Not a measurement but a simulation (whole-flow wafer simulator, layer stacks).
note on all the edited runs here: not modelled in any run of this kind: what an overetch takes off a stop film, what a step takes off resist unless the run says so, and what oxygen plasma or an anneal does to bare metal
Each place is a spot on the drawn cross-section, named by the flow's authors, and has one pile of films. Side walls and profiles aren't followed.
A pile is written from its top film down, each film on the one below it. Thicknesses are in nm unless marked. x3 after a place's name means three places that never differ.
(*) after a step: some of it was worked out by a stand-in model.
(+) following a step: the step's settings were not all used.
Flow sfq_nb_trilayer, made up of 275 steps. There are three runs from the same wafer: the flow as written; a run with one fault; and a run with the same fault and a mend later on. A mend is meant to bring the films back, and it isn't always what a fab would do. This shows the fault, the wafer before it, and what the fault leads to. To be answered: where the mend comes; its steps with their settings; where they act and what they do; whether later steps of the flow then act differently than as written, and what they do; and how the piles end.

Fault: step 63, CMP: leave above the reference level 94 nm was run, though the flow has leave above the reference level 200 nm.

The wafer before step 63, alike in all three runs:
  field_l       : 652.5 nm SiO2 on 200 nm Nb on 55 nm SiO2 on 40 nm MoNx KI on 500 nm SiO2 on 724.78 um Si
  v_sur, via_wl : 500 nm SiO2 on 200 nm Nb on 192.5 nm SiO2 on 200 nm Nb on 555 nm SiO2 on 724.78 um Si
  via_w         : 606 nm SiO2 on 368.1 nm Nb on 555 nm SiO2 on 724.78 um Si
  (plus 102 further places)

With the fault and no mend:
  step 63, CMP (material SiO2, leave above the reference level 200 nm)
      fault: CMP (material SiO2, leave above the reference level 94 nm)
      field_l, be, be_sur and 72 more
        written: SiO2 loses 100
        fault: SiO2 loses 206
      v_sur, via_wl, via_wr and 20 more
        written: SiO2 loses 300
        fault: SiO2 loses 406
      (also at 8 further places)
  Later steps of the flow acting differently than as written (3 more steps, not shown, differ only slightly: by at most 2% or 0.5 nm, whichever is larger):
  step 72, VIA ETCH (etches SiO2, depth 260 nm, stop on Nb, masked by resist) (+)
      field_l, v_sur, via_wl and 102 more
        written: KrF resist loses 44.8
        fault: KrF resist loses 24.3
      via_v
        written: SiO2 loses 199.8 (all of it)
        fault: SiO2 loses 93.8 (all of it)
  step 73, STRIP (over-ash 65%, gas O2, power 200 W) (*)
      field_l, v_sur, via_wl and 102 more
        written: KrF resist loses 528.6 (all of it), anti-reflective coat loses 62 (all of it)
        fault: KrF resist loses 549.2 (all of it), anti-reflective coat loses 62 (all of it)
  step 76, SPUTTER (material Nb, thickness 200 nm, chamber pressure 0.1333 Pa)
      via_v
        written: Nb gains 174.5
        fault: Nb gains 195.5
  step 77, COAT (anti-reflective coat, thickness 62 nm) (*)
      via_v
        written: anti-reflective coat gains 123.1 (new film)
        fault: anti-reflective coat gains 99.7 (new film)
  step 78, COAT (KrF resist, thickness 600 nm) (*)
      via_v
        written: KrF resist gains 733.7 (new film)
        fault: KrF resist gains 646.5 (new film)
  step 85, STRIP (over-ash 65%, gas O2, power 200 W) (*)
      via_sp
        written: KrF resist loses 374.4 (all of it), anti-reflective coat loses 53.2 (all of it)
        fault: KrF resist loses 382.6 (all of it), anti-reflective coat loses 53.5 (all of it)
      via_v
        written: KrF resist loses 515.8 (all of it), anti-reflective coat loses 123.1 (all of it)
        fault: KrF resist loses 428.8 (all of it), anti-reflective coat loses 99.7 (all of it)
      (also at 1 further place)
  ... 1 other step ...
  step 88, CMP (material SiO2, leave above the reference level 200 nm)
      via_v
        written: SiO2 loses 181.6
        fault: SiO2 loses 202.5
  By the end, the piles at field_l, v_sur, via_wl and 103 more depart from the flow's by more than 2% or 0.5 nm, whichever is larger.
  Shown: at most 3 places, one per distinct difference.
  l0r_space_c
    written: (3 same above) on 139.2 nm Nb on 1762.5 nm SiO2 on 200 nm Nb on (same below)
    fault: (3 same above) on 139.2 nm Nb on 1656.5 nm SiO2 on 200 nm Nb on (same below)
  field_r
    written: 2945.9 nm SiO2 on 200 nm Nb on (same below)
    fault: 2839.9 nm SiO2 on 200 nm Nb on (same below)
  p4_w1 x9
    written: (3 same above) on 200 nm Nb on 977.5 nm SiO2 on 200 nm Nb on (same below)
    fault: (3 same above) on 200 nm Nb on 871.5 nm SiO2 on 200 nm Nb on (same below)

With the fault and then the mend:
  The mend stands after step 64.
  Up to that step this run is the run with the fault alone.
  step 64a, PECVD (material SiO2, thickness 106 nm, 150 C, 23.56 s, RF power 183.3 W, pressure 2.4 Torr, precursor SiH4/N2O) (a further turn of the flow's step 62, with different settings)
      field_l, v_sur, via_wl and 103 more
        SiO2 gains 106
  Every later step of the flow that is run acts as written at every place that is followed.
  By the end, the piles equal the flow's at every place that both follow.
